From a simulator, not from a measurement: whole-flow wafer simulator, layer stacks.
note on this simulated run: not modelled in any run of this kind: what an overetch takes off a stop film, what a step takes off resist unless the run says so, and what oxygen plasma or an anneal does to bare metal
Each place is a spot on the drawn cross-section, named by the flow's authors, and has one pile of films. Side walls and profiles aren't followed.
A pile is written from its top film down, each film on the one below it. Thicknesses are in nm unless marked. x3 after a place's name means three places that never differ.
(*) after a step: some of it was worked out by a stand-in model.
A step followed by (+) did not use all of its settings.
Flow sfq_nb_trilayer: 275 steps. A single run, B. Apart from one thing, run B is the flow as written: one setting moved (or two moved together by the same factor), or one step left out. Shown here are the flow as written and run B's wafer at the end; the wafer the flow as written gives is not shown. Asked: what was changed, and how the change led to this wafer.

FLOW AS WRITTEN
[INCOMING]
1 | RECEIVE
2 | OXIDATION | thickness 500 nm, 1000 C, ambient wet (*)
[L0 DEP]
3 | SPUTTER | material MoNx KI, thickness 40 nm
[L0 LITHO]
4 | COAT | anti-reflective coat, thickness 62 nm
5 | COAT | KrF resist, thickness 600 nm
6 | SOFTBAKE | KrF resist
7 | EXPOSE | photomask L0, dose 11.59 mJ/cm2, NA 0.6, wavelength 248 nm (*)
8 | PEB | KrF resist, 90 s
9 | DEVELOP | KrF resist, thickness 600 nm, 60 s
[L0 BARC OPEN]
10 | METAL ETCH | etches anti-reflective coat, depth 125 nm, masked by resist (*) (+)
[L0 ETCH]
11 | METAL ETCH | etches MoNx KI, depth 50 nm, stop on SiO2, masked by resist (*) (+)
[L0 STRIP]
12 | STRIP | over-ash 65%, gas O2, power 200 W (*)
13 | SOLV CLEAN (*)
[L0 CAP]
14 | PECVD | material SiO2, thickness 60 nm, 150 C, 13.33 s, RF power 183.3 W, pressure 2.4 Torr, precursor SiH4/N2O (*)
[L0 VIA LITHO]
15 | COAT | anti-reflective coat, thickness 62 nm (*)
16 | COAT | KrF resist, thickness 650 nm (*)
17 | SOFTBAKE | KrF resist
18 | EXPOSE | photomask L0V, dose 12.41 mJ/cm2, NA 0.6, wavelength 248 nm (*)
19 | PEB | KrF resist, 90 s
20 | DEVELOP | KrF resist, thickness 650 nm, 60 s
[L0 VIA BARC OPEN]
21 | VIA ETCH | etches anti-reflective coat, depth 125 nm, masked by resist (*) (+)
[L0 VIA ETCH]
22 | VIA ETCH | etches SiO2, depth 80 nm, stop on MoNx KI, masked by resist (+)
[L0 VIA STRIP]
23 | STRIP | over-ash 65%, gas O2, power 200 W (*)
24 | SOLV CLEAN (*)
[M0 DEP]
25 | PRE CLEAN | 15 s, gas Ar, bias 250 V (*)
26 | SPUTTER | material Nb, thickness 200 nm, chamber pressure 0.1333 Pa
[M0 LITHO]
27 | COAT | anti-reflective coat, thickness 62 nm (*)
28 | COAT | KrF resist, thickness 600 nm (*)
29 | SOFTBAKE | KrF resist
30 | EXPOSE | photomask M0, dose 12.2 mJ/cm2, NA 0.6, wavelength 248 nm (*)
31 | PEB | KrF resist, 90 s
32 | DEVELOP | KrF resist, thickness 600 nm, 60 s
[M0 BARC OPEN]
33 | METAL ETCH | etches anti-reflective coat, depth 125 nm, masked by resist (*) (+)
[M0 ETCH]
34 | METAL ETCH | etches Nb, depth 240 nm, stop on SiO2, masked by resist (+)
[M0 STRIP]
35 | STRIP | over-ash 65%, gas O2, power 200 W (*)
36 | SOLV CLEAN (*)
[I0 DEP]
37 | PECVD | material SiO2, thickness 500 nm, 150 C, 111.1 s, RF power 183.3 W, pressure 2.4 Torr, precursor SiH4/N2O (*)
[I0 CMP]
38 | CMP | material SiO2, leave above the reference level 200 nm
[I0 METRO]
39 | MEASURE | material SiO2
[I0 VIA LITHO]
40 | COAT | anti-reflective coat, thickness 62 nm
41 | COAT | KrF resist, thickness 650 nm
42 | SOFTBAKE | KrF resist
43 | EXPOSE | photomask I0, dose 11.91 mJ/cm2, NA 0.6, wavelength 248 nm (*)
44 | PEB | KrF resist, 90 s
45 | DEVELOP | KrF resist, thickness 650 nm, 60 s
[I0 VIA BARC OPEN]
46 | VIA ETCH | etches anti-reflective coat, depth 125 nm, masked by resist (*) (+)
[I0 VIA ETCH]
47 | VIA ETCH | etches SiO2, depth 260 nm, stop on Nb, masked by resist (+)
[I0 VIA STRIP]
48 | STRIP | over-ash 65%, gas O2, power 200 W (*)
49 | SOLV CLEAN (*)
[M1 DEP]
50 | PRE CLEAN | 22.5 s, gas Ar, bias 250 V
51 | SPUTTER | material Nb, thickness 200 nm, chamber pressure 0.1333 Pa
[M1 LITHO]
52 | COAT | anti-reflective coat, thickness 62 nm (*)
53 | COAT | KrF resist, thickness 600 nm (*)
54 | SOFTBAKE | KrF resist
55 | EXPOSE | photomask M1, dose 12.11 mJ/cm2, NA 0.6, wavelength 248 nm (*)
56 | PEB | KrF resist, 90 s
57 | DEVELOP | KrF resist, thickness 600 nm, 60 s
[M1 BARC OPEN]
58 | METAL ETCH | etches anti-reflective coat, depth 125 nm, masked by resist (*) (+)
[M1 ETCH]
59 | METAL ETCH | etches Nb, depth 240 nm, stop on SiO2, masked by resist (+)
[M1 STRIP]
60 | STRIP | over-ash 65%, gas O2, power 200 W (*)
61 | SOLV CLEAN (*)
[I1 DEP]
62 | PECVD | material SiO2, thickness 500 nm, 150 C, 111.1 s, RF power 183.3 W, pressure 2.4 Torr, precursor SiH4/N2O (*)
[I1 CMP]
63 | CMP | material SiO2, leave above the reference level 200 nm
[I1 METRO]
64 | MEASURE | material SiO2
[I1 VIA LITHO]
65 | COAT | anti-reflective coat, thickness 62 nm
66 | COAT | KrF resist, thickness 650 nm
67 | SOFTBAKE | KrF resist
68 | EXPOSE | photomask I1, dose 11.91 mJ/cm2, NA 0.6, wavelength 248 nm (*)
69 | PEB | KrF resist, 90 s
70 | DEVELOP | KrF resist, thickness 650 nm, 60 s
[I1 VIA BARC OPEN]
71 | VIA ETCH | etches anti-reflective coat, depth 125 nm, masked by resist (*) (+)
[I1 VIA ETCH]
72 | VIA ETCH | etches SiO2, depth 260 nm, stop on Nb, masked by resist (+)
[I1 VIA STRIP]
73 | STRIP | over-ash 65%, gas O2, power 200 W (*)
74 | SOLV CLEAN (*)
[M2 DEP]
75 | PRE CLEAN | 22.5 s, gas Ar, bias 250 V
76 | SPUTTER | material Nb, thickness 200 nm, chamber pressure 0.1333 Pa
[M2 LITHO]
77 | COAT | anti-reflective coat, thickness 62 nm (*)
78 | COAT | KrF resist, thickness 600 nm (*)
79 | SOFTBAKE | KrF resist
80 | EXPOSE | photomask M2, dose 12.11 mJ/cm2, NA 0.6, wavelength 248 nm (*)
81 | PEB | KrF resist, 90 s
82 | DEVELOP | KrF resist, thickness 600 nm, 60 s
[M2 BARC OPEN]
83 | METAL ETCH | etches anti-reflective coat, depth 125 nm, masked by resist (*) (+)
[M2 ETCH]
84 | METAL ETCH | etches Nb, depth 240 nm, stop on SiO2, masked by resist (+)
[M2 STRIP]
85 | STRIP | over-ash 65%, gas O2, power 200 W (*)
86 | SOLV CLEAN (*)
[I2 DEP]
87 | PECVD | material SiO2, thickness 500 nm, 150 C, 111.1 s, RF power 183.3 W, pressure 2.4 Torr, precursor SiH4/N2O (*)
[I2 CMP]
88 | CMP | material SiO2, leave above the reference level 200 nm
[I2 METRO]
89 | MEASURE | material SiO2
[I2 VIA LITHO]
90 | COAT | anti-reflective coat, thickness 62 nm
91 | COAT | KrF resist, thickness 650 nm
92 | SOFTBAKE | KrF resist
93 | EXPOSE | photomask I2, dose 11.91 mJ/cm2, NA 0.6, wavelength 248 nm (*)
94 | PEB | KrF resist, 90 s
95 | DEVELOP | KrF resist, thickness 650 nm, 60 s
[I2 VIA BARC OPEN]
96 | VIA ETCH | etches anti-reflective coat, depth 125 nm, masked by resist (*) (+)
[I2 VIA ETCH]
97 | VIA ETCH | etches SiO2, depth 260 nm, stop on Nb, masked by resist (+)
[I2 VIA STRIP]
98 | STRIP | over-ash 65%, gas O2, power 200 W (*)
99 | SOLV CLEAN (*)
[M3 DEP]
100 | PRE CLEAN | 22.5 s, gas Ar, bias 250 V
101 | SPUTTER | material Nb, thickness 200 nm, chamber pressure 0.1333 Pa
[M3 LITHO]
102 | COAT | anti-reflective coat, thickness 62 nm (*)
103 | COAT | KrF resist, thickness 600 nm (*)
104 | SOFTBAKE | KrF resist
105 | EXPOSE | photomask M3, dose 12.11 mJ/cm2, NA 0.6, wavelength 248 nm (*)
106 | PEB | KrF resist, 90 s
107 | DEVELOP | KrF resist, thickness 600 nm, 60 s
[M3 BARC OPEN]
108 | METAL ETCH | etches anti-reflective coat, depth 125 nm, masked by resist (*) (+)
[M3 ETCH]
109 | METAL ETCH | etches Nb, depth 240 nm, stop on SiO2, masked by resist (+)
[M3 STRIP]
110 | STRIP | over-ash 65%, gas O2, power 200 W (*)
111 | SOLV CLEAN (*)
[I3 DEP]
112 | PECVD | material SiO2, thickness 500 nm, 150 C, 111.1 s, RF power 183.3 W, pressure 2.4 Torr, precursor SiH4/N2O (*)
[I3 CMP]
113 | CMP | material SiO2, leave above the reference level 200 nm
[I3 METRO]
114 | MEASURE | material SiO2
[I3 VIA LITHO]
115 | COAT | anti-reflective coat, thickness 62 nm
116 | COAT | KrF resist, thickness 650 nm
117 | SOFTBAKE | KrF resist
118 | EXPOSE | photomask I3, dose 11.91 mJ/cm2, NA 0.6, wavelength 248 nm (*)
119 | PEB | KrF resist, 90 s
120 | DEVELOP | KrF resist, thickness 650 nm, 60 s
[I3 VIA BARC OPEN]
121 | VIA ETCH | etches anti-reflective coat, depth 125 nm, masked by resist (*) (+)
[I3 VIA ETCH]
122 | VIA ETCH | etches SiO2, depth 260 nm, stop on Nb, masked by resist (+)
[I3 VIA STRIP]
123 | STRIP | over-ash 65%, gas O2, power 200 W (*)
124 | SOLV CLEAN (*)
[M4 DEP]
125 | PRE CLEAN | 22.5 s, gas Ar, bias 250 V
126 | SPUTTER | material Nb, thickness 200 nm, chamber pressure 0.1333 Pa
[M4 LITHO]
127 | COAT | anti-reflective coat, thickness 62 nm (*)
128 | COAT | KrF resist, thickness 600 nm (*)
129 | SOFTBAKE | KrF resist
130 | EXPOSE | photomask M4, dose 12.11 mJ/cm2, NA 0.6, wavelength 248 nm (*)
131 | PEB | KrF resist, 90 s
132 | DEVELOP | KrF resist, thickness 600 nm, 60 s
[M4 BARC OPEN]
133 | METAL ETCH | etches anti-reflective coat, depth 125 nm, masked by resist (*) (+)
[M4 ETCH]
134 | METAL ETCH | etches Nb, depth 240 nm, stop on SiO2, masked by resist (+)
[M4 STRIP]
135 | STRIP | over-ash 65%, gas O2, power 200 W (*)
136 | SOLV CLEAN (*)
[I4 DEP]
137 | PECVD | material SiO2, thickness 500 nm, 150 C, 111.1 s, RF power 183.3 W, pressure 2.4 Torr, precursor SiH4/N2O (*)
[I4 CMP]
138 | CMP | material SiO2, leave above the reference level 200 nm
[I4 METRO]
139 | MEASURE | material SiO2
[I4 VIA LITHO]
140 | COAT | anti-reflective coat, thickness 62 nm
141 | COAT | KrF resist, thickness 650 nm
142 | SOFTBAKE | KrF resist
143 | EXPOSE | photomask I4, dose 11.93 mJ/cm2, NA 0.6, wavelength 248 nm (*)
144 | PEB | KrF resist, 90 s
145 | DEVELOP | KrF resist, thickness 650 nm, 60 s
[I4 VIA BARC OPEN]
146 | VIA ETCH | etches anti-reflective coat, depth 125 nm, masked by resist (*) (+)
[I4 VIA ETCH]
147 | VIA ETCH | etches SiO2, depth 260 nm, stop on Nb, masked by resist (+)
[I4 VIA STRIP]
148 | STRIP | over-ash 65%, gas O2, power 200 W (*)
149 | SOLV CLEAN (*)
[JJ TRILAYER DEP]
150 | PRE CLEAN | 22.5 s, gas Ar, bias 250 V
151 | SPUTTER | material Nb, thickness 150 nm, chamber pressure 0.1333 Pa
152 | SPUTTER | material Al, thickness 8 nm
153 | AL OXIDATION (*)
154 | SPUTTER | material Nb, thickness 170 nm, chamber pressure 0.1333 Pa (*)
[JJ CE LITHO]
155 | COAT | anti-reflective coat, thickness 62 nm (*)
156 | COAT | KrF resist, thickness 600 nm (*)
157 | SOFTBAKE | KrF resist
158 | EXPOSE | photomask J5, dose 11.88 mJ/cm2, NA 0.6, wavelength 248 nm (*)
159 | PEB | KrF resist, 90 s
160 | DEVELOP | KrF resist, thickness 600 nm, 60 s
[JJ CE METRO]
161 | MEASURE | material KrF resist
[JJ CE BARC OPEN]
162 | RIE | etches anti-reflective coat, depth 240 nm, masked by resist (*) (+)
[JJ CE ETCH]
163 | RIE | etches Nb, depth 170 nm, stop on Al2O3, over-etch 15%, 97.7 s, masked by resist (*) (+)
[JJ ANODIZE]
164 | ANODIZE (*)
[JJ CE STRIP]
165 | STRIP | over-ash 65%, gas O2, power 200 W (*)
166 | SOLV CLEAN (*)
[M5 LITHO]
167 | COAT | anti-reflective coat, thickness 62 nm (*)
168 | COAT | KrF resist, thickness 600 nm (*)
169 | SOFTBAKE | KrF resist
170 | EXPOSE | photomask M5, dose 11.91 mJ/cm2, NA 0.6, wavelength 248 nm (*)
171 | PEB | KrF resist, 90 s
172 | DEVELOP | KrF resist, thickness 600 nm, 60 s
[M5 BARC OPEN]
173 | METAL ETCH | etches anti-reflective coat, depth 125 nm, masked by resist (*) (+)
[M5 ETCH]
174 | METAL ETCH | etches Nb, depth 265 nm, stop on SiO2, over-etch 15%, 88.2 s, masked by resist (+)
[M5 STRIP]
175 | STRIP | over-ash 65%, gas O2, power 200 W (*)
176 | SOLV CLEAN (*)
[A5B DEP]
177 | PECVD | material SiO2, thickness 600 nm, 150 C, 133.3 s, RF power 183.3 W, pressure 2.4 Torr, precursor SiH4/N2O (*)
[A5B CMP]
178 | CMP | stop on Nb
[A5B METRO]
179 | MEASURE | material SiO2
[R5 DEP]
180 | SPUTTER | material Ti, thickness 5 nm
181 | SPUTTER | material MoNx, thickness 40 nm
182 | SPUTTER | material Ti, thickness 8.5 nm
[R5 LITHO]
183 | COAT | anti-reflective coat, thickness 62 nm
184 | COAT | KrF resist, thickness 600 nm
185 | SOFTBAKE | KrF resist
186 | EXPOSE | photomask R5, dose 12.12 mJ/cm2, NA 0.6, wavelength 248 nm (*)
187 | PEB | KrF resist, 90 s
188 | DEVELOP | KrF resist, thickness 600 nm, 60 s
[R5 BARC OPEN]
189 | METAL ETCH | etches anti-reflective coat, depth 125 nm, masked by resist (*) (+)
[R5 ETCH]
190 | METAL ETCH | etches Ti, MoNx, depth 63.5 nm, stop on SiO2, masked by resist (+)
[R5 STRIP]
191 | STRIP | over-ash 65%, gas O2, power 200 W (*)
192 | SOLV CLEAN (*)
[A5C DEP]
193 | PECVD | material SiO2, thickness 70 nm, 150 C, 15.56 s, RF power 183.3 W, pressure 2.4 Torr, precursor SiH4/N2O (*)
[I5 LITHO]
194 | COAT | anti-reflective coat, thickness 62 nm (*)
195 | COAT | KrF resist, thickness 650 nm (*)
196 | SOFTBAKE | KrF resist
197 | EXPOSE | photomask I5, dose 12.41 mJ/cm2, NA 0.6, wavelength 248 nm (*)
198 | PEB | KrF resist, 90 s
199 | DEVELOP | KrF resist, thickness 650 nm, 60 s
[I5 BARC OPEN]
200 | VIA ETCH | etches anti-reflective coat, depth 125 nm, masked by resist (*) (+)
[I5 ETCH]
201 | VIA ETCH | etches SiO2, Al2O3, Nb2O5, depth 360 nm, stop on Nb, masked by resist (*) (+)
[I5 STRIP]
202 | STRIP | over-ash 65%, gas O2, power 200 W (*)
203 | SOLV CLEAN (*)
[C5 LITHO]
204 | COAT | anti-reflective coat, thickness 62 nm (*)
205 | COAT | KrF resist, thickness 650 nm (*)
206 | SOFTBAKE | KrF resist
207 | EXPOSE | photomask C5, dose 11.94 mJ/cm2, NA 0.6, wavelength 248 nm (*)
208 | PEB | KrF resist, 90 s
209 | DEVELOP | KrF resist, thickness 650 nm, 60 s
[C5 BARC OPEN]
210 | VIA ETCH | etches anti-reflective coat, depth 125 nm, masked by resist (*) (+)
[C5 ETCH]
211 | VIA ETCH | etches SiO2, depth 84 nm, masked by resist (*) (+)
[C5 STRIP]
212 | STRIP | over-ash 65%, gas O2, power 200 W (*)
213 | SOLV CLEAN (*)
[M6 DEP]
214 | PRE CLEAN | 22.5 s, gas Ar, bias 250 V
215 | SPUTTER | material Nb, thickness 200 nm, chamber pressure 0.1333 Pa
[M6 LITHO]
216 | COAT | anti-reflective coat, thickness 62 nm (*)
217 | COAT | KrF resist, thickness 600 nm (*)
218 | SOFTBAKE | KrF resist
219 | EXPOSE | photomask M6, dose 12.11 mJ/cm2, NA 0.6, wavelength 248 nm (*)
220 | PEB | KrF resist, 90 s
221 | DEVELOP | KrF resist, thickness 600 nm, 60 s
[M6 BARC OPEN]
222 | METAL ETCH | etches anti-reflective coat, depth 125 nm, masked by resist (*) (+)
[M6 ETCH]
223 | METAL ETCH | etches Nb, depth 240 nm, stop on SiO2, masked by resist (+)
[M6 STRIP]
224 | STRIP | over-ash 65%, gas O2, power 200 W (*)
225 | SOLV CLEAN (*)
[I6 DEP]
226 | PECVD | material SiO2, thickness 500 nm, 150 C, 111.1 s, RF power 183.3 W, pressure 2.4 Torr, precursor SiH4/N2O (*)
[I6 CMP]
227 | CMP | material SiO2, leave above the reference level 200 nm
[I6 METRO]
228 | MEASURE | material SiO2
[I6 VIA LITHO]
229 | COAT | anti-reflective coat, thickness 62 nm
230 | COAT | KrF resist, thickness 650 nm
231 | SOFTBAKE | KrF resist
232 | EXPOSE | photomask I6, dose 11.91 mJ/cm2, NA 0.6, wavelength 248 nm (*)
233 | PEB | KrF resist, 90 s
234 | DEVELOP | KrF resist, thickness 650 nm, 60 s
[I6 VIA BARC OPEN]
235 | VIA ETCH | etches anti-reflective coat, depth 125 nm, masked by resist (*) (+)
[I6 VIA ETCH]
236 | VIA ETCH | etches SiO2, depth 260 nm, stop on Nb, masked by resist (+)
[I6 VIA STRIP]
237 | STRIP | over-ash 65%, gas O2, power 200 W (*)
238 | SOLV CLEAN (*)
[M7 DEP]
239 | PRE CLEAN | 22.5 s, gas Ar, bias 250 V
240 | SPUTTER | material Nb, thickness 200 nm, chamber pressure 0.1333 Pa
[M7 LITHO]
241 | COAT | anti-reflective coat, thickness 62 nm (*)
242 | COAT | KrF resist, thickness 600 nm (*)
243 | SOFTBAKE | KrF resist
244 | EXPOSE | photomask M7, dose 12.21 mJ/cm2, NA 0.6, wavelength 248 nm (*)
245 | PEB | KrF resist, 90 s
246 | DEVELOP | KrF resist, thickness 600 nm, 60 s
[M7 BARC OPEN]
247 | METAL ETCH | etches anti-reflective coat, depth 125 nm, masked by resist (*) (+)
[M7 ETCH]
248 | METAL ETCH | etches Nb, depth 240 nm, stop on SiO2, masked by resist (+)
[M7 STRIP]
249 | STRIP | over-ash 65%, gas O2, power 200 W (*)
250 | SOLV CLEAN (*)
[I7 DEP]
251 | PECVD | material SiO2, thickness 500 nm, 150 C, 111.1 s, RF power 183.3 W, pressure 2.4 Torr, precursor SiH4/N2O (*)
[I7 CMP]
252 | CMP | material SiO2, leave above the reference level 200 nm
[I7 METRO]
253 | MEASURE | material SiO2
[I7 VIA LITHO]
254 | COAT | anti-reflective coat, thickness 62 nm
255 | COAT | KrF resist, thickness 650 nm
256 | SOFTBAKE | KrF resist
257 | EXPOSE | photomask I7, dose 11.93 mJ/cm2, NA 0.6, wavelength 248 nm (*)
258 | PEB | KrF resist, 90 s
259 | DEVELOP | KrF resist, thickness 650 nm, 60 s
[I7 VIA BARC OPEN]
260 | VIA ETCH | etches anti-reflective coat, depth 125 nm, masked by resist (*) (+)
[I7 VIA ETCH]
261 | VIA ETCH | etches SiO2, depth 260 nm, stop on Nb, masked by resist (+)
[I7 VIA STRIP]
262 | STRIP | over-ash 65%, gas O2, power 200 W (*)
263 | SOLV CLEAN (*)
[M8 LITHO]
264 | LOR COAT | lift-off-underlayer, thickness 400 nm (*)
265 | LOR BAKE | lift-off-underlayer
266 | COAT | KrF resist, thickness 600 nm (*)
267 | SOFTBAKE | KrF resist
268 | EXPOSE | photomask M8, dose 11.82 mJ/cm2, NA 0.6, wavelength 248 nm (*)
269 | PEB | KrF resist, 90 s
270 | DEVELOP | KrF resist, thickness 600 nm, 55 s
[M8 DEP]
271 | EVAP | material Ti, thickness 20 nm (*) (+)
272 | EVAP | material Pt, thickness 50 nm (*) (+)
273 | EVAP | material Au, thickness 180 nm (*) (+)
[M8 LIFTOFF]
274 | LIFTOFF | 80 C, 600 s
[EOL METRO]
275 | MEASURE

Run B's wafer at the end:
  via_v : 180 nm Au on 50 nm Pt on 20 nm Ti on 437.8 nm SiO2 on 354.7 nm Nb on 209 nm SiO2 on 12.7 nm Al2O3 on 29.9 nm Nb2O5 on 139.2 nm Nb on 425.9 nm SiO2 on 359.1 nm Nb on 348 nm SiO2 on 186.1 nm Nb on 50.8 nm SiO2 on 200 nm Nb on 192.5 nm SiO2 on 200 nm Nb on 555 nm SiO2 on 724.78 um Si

What caused this: step 72, VIA ETCH: depth 141.5 nm was run, whereas the flow has depth 260 nm.

How this came from the change, step by step:
  72 | VIA ETCH | etches SiO2, depth 260 nm, stop on Nb, masked by resist (+)
      via_v: -141.5 SiO2 (it would be, as written: -199.8 SiO2 (all of it))
      field_l, v_sur, via_wl and 102 more: -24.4 KrF resist (it would be, as written: -44.8 KrF resist)
  73 | STRIP | over-ash 65%, gas O2, power 200 W (*)
      field_l, v_sur, via_wl and 102 more: -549 KrF resist (all of it), -62 anti-reflective coat (all of it) (it would be, as written: -528.6 KrF resist (all of it), -62 anti-reflective coat (all of it))
  75 | PRE CLEAN | 22.5 s, gas Ar, bias 250 V
      via_v: -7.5 SiO2 (it would be, as written: -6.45 Nb)
  76 | SPUTTER | material Nb, thickness 200 nm, chamber pressure 0.1333 Pa
      via_v: +186.1 Nb (new film) (it would be, as written: +174.5 Nb)
  77 | COAT | anti-reflective coat, thickness 62 nm (*)
      via_sp: +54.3 anti-reflective coat (new film) (it would be, as written: +53.2 anti-reflective coat (new film))
      via_v: +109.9 anti-reflective coat (new film) (it would be, as written: +123.1 anti-reflective coat (new film))
  78 | COAT | KrF resist, thickness 600 nm (*)
      via_v: +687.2 KrF resist (new film) (it would be, as written: +733.7 KrF resist (new film))
  85 | STRIP | over-ash 65%, gas O2, power 200 W (*)
      via_sp: -378.2 KrF resist (all of it), -54.3 anti-reflective coat (all of it) (it would be, as written: -374.4 KrF resist (all of it), -53.2 anti-reflective coat (all of it))
      via_v: -469.3 KrF resist (all of it), -109.9 anti-reflective coat (all of it) (it would be, as written: -515.8 KrF resist (all of it), -123.1 anti-reflective coat (all of it))
  87 | PECVD | material SiO2, thickness 500 nm, 150 C, 111.1 s, RF power 183.3 W, pressure 2.4 Torr, precursor SiH4/N2O (*)
      via_v: +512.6 SiO2 (new film) (it would be, as written: +606 SiO2 (new film))
  88 | CMP | material SiO2, leave above the reference level 200 nm
      via_v: -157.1 SiO2 (it would be, as written: -181.6 SiO2)
With metal films that touch counted as one body, via_v has 7 bodies (between them, from the top down: SiO2 437.8; SiO2 209 / Al2O3 12.7 / Nb2O5 29.9; SiO2 425.9; SiO2 348; SiO2 50.8; SiO2 192.5); the flow as written gives 6 bodies (between them, from the top down: SiO2 437.8; SiO2 209 / Al2O3 12.7 / Nb2O5 29.9; SiO2 425.9; SiO2 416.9; SiO2 192.5).
